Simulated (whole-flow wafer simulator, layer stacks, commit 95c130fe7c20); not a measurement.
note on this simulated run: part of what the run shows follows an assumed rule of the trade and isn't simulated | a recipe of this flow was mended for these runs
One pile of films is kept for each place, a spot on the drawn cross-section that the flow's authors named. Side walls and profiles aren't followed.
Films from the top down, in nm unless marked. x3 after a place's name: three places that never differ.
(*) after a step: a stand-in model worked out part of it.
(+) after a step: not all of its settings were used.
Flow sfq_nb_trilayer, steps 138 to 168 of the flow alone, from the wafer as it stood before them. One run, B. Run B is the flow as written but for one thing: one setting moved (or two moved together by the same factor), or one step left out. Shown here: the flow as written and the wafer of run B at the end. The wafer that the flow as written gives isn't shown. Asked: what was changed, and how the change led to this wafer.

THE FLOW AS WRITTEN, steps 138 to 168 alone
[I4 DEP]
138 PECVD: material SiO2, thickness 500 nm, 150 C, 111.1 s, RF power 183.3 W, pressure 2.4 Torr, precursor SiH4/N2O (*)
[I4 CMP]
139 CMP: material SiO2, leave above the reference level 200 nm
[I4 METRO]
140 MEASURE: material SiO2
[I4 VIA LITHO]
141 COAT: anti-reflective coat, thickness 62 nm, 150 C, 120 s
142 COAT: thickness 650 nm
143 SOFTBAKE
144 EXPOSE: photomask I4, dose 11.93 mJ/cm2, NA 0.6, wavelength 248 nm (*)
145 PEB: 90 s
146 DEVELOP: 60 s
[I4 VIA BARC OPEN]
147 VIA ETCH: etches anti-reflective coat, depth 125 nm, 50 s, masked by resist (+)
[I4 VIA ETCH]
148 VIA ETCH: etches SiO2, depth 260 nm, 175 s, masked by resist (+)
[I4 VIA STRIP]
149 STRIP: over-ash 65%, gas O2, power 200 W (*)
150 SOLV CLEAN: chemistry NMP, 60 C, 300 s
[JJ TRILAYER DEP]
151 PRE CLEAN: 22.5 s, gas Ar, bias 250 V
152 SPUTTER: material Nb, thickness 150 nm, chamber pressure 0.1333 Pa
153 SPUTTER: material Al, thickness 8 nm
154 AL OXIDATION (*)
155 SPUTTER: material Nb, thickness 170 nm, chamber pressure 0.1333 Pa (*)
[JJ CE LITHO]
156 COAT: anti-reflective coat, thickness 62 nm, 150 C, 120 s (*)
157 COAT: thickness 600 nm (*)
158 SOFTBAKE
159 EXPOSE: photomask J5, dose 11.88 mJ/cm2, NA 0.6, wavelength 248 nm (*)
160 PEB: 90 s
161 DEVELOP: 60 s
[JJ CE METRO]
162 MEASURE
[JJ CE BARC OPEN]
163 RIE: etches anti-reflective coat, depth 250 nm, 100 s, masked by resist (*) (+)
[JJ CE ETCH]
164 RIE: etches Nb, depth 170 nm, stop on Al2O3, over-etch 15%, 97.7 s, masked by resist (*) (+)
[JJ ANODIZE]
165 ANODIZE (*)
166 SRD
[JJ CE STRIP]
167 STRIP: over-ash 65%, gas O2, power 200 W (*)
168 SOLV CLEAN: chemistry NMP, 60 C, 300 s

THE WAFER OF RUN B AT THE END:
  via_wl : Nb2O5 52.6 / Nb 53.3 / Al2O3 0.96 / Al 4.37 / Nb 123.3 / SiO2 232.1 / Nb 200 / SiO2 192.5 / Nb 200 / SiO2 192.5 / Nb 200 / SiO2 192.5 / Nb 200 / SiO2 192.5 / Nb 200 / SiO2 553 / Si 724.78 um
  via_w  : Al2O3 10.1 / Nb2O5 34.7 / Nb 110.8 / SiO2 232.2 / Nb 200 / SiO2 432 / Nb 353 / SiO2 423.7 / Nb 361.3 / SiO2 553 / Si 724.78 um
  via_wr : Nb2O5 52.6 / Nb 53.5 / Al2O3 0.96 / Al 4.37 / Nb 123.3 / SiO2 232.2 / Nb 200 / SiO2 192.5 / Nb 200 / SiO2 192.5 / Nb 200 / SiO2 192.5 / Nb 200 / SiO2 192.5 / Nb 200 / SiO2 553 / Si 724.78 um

The cause: step 139, CMP: material SiO2, leave above the reference level 200 nm, was left out.

How the change led to this, step by step:
  141 COAT: anti-reflective coat, thickness 62 nm, 150 C, 120 s
      v_sur, m0r_line_l x3, m0r_line_r x3: anti-reflective coat +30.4 (new film) (as written it would be: anti-reflective coat +62 (new film))
      m0r_space_l, m0r_space_r, m6r_space_l x2, m6r_space_r x2: anti-reflective coat +107.5 (new film) (as written it would be: anti-reflective coat +62 (new film))
      (and at 81 more places)
  142 COAT: thickness 650 nm
      m0r_line_l x3, m0r_line_r x3: KrF-resist-other-grade +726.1 (new film) (as written it would be: KrF-resist-other-grade +650 (new film))
      jj_sur, p3_s0, p3_s3: KrF-resist-other-grade +676.8 (new film) (as written it would be: KrF-resist-other-grade +650 (new film))
      (and at 78 more places)
  146 DEVELOP: 60 s
      via_wl: KrF-resist-other-grade -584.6 (all of it) (as written it would be: KrF-resist-other-grade -648.6 (all of it))
      via_w: KrF-resist-other-grade -586.2 (all of it) (as written it would be: KrF-resist-other-grade -648.6 (all of it))
      (and at 1 more place)
  147 VIA ETCH: etches anti-reflective coat, depth 125 nm, 50 s, masked by resist (+)
      via_wl: anti-reflective coat -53 (all of it), SiO2 -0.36 (as written it would be: anti-reflective coat -62 (all of it), SiO2 -0.31)
      via_w: anti-reflective coat -59.6 (all of it), SiO2 -0.33 (as written it would be: anti-reflective coat -62 (all of it), SiO2 -0.31)
      (and at 1 more place)
  148 VIA ETCH: etches SiO2, depth 260 nm, 175 s, masked by resist (+)
      via_wl, via_w, via_wr: SiO2 -260 (as written it would be: SiO2 -199.7 (all of it), Nb -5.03)
  149 STRIP: over-ash 65%, gas O2, power 200 W (*)
      m0r_line_l x3, m0r_line_r x3: KrF-resist-other-grade -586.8 (all of it), anti-reflective coat -30.4 (all of it) (as written it would be: KrF-resist-other-grade -510.8 (all of it), anti-reflective coat -62 (all of it))
      m0r_space_l, m0r_space_r, m6r_space_l x2, m6r_space_r x2: KrF-resist-other-grade -522.7 (all of it), anti-reflective coat -107.5 (all of it) (as written it would be: KrF-resist-other-grade -510.8 (all of it), anti-reflective coat -62 (all of it))
      (and at 83 more places)
  151 PRE CLEAN: 22.5 s, gas Ar, bias 250 V
      via_wl, via_w, via_wr: SiO2 -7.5 (as written it would be: Nb -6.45)
  152 SPUTTER: material Nb, thickness 150 nm, chamber pressure 0.1333 Pa
      via_wl, via_w, via_wr: Nb +123.3 (new film) (as written it would be: Nb +129.8)
      lsp_r, l0_sur, l0v: Nb +141.7 (new film) (as written it would be: Nb +150 (new film))
      (and at 3 more places)
  153 SPUTTER: material Al, thickness 8 nm
      lsp_r, l0_sur, l0v: Al +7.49 (new film) (as written it would be: Al +8 (new film))
      be, lsp_l: Al +7.18 (new film) (as written it would be: Al +8 (new film))
      (and at 1 more place)
  155 SPUTTER: material Nb, thickness 170 nm, chamber pressure 0.1333 Pa (*)
      lsp_r, l0_sur, l0v: Nb +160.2 (new film) (as written it would be: Nb +170 (new film))
      via_wl, via_wr: Nb +103.1 (new film) (as written it would be: Nb +139.9 (new film))
      (and at 4 more places)
  156 COAT: anti-reflective coat, thickness 62 nm, 150 C, 120 s (*)
      m0r_line_l x3, m0r_line_r x3, m5r_line_l, m5r_line_r: anti-reflective coat +31.6 (new film) (as written it would be: anti-reflective coat +62 (new film))
      m0r_space_l, m0r_space_r, m6r_space_l x2, m6r_space_r x2: anti-reflective coat +108.7 (new film) (as written it would be: anti-reflective coat +62 (new film))
      (and at 83 more places)
  157 COAT: thickness 600 nm (*)
      m0r_line_l x3, m0r_line_r x3: KrF-resist-other-grade +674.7 (new film) (as written it would be: KrF-resist-other-grade +600 (new film))
      p3_l2, p3_l3: KrF-resist-other-grade +551.5 (new film) (as written it would be: KrF-resist-other-grade +600 (new film))
      (and at 80 more places)
  161 DEVELOP: 60 s
      m0r_line_l x3, m0r_line_r x3: KrF-resist-other-grade -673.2 (all of it) (as written it would be: KrF-resist-other-grade -598.7 (all of it))
      p3_l2, p3_l3: KrF-resist-other-grade -550.3 (all of it) (as written it would be: KrF-resist-other-grade -598.7 (all of it))
      (and at 76 more places)
  163 RIE: etches anti-reflective coat, depth 250 nm, 100 s, masked by resist (*) (+)
      via_wl, via_wr: anti-reflective coat -250 (as written it would be: anti-reflective coat -224.3 (all of it))
      m0r_line_l x3, m0r_line_r x3, m5r_line_l, m5r_line_r: anti-reflective coat -31.6 (all of it) (as written it would be: anti-reflective coat -62 (all of it))
      (and at 83 more places)
  164 RIE: etches Nb, depth 170 nm, stop on Al2O3, over-etch 15%, 97.7 s, masked by resist (*) (+)
      lsp_r, l0_sur, l0v: Nb -160.2 (all of it), Al2O3 -0.96 (all of it) (as written it would be: Nb -170 (all of it), Al2O3 -0.51)
      be, lsp_l: Nb -151.1 (all of it), Al2O3 -0.96 (all of it) (as written it would be: Nb -170 (all of it), Al2O3 -0.51)
      (and at 4 more places)
  165 ANODIZE (*)
      lsp_r, l0_sur, l0v: Al2O3 +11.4 (new film), Nb2O5 +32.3 (new film), Al -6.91 (all of it), Nb -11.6 (as written it would be: Al2O3 +12.2, Nb2O5 +29.9 (new film), Al -7.42 (all of it), Nb -10.8)
      via_wl, via_wr: Nb2O5 +52.6 (new film), Nb -18.9 (as written it would be: Al2O3 +7.51 (new film), Nb2O5 +39.2 (new film), Al -4.55 (all of it), Nb -14.1)
      (and at 4 more places)
  167 STRIP: over-ash 65%, gas O2, power 200 W (*)
      ce_l: KrF-resist-other-grade -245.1 (all of it), anti-reflective coat -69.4 (all of it) (as written it would be: KrF-resist-other-grade -226.3 (all of it), anti-reflective coat -62.2 (all of it))
      c5j: KrF-resist-other-grade -245.1 (all of it), anti-reflective coat -69.4 (all of it) (as written it would be: KrF-resist-other-grade -226.5 (all of it), anti-reflective coat -62.2 (all of it))
      (and at 2 more places)
Counting metal films that touch as one body, via_wl has 7 bodies (between them, from the top down: Al2O3 0.96; SiO2 232.1; SiO2 192.5; SiO2 192.5; SiO2 192.5; SiO2 192.5); the flow as written gives 5 bodies (between them, from the top down: SiO2 192.5; SiO2 192.5; SiO2 192.5; SiO2 192.5).
Counting metal films that touch as one body, via_w has 4 bodies (between them, from the top down: SiO2 232.2; SiO2 432; SiO2 423.7); the flow as written gives 3 bodies (between them, from the top down: SiO2 432; SiO2 423.7).
Counting metal films that touch as one body, via_wr has 7 bodies (between them, from the top down: Al2O3 0.96; SiO2 232.2; SiO2 192.5; SiO2 192.5; SiO2 192.5; SiO2 192.5); the flow as written gives 5 bodies (between them, from the top down: SiO2 192.5; SiO2 192.5; SiO2 192.5; SiO2 192.5).
